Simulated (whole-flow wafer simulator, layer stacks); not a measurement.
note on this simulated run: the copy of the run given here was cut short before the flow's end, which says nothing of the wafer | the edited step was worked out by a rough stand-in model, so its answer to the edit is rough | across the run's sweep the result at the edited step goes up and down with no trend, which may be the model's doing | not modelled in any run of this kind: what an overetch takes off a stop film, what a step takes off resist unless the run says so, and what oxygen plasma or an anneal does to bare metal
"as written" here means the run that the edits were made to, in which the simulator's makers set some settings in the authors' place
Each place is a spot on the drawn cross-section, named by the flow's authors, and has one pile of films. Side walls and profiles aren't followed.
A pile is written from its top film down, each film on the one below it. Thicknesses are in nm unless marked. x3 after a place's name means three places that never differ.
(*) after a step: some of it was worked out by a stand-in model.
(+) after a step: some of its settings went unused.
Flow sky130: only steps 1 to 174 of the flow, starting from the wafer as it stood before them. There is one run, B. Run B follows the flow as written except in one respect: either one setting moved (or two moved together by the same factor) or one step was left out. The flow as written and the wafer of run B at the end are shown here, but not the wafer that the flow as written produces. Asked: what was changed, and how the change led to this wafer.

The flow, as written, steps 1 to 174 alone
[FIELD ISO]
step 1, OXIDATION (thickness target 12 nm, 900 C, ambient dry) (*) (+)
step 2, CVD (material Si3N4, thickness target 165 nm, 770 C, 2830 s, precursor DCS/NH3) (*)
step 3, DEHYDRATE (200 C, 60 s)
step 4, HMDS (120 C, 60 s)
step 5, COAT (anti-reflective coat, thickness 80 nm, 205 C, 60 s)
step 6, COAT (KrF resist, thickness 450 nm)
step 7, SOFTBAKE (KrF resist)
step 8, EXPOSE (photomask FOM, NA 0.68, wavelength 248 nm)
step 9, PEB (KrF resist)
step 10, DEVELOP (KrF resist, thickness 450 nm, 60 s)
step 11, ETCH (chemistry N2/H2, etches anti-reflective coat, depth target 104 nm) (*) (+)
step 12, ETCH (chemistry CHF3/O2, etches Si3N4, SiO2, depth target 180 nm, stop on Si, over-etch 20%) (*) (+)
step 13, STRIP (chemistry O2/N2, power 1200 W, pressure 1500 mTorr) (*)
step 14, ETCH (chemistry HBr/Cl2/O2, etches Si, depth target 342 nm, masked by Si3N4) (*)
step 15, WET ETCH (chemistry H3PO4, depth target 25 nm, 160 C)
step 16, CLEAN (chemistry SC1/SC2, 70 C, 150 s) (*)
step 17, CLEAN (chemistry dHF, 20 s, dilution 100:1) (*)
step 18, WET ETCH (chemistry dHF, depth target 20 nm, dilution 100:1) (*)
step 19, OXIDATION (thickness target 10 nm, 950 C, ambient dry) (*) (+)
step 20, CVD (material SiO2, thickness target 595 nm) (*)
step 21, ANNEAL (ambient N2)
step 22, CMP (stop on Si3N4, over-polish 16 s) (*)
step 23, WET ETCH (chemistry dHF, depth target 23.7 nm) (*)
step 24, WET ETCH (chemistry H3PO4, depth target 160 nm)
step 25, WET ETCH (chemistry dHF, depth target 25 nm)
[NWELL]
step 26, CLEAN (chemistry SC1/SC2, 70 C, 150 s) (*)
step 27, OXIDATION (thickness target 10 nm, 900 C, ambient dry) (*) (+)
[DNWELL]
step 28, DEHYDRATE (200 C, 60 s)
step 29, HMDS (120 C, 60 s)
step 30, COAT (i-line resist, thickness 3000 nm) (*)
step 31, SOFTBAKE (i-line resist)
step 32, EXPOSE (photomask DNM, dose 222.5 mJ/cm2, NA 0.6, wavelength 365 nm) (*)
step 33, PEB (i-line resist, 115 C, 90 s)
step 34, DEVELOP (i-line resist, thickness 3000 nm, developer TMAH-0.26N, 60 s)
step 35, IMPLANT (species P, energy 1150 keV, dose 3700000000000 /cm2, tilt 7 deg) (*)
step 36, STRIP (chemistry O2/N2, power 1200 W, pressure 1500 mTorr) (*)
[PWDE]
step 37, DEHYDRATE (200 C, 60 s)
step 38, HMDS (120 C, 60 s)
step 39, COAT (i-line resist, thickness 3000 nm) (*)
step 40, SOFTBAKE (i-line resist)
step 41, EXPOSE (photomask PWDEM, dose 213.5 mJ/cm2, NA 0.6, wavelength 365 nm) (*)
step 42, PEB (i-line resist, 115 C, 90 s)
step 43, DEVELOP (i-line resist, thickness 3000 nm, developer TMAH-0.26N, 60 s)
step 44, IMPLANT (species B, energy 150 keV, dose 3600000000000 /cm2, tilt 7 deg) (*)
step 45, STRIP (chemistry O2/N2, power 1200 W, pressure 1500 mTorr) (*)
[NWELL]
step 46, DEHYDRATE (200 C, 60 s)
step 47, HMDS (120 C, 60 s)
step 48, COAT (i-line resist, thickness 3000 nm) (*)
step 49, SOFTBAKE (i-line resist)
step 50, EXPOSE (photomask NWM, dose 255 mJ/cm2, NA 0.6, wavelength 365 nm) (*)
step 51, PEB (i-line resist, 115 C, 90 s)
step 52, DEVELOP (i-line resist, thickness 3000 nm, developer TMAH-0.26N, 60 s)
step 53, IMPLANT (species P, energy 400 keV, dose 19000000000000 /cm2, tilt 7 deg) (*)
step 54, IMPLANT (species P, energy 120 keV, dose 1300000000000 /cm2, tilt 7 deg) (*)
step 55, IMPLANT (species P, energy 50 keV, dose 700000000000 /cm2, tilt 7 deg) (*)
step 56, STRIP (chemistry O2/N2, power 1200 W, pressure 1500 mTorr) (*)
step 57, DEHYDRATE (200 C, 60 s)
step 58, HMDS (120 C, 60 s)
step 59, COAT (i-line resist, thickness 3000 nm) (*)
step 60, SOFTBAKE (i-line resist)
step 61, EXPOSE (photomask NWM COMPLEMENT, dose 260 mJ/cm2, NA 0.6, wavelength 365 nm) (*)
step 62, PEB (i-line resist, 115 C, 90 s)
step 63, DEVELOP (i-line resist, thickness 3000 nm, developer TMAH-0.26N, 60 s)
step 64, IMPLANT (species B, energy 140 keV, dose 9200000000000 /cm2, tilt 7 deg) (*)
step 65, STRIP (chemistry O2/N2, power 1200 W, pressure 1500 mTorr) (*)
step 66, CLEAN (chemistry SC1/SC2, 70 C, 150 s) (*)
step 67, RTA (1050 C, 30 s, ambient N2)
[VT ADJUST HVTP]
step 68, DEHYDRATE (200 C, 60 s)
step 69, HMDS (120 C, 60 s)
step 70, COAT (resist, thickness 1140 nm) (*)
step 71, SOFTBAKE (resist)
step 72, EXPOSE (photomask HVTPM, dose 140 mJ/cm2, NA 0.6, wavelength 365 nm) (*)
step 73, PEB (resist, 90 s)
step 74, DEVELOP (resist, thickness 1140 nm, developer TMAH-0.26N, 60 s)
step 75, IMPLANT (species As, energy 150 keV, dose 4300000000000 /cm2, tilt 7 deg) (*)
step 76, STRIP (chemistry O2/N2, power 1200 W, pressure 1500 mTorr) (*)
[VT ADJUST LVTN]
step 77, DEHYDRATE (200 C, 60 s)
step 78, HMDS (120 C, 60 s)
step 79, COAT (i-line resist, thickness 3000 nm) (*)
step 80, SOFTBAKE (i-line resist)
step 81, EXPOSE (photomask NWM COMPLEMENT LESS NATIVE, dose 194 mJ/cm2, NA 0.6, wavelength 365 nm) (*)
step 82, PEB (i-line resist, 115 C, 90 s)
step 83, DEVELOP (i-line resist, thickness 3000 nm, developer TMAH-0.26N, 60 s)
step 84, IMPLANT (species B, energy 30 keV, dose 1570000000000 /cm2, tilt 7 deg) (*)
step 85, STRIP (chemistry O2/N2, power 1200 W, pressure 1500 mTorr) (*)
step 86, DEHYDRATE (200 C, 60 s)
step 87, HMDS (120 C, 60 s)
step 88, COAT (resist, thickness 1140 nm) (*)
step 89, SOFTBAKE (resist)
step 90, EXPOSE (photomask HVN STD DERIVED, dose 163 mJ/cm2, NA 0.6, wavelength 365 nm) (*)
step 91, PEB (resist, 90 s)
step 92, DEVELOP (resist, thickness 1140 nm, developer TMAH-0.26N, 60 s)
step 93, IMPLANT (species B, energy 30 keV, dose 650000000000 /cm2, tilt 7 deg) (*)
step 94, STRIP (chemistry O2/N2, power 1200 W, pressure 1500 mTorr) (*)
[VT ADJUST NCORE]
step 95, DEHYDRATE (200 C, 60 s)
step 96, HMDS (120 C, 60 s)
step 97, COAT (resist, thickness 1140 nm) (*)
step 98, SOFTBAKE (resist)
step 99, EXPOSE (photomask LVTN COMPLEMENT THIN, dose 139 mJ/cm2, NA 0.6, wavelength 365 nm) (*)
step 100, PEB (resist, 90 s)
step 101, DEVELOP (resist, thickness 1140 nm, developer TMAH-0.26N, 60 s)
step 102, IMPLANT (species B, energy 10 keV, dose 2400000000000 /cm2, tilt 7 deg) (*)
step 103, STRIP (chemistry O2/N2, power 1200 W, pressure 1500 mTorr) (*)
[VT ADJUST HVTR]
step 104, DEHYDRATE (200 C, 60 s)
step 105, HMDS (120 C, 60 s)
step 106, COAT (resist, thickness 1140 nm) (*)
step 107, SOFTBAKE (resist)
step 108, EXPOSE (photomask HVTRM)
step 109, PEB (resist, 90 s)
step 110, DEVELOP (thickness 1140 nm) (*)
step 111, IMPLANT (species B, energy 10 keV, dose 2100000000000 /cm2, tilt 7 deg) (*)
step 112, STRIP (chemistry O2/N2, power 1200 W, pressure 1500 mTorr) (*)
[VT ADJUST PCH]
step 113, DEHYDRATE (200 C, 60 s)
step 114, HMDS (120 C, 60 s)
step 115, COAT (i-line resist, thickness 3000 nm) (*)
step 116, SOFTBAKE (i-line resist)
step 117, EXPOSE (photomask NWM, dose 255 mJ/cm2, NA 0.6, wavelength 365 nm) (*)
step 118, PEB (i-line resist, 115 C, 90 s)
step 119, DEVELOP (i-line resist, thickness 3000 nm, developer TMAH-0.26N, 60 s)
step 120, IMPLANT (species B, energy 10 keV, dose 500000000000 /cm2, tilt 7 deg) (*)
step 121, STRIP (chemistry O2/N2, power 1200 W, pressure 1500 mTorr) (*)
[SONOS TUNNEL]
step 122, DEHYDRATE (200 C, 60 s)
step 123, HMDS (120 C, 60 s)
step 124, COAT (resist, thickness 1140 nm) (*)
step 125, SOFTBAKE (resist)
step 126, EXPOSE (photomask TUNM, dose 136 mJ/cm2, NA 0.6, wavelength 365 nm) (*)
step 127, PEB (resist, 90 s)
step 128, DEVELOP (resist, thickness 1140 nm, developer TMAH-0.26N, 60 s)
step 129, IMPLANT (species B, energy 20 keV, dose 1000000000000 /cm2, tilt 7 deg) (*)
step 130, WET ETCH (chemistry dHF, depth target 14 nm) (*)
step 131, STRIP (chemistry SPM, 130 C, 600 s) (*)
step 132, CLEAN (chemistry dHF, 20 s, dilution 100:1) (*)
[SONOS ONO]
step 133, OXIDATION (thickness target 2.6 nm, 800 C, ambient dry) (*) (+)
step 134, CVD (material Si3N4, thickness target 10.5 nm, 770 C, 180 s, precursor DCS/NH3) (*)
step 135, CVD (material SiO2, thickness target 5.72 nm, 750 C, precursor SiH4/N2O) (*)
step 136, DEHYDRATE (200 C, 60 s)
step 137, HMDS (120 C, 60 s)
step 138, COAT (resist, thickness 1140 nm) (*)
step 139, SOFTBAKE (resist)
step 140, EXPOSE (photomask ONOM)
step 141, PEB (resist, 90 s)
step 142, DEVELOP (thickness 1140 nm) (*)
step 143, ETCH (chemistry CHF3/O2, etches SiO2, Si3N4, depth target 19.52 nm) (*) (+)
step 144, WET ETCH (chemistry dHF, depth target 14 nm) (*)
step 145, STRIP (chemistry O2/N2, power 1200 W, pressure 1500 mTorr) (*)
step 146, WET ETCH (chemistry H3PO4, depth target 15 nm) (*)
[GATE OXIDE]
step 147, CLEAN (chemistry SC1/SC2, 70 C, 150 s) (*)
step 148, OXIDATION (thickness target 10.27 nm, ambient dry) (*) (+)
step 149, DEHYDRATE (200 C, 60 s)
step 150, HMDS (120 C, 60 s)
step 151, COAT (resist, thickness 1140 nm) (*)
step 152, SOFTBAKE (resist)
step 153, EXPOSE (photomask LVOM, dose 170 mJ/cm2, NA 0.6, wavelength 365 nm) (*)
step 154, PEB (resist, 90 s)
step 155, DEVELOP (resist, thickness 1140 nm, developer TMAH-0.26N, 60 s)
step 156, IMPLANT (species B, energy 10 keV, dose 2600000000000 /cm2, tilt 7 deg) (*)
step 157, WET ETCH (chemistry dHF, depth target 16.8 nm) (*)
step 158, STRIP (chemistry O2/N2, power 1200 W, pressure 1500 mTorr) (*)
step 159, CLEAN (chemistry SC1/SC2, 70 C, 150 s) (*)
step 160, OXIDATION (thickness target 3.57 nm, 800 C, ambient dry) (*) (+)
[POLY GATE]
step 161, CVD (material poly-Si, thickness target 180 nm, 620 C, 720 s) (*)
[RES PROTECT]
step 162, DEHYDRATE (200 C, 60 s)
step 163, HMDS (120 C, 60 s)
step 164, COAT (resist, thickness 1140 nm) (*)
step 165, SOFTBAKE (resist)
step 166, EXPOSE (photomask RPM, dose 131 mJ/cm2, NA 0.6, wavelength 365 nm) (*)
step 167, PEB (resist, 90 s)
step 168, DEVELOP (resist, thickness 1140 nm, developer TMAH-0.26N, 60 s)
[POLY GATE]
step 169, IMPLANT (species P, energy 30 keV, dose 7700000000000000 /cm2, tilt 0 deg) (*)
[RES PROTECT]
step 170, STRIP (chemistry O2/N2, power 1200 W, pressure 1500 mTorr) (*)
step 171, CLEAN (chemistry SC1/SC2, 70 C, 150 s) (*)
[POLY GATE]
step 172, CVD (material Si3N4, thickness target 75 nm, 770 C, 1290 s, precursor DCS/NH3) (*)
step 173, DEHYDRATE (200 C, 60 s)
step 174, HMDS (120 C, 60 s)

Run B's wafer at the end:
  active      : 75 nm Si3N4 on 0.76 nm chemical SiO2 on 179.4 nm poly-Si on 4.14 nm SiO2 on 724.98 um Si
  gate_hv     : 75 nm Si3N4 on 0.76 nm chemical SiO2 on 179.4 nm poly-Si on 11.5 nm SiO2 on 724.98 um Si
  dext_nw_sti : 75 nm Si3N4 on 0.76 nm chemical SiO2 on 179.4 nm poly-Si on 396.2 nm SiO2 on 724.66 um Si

What caused this: step 160, OXIDATION: thickness target 4.14 nm was run, while the flow as written has thickness target 3.57 nm.
The wafer lets one read it off: active has SiO2 4.14, and step 160 as written asks for 3.57 nm.

Step by step, how the change led to this:
  step 160, OXIDATION (thickness target 3.57 nm, 800 C, ambient dry) (*) (+)
      active, n_well, p_well x4 and 55 more: SiO2 gains 4.14 (new film), chemical SiO2 loses 0.76 (all of it), Si loses 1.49 (in the flow as written it would be: SiO2 gains 3.57 (new film), chemical SiO2 loses 0.76 (all of it), Si loses 1.24)
      gate_hv, m1, pad and 37 more: SiO2 gains 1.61, Si loses 0.71 (in the flow as written it would be: SiO2 gains 1.07, Si loses 0.47)
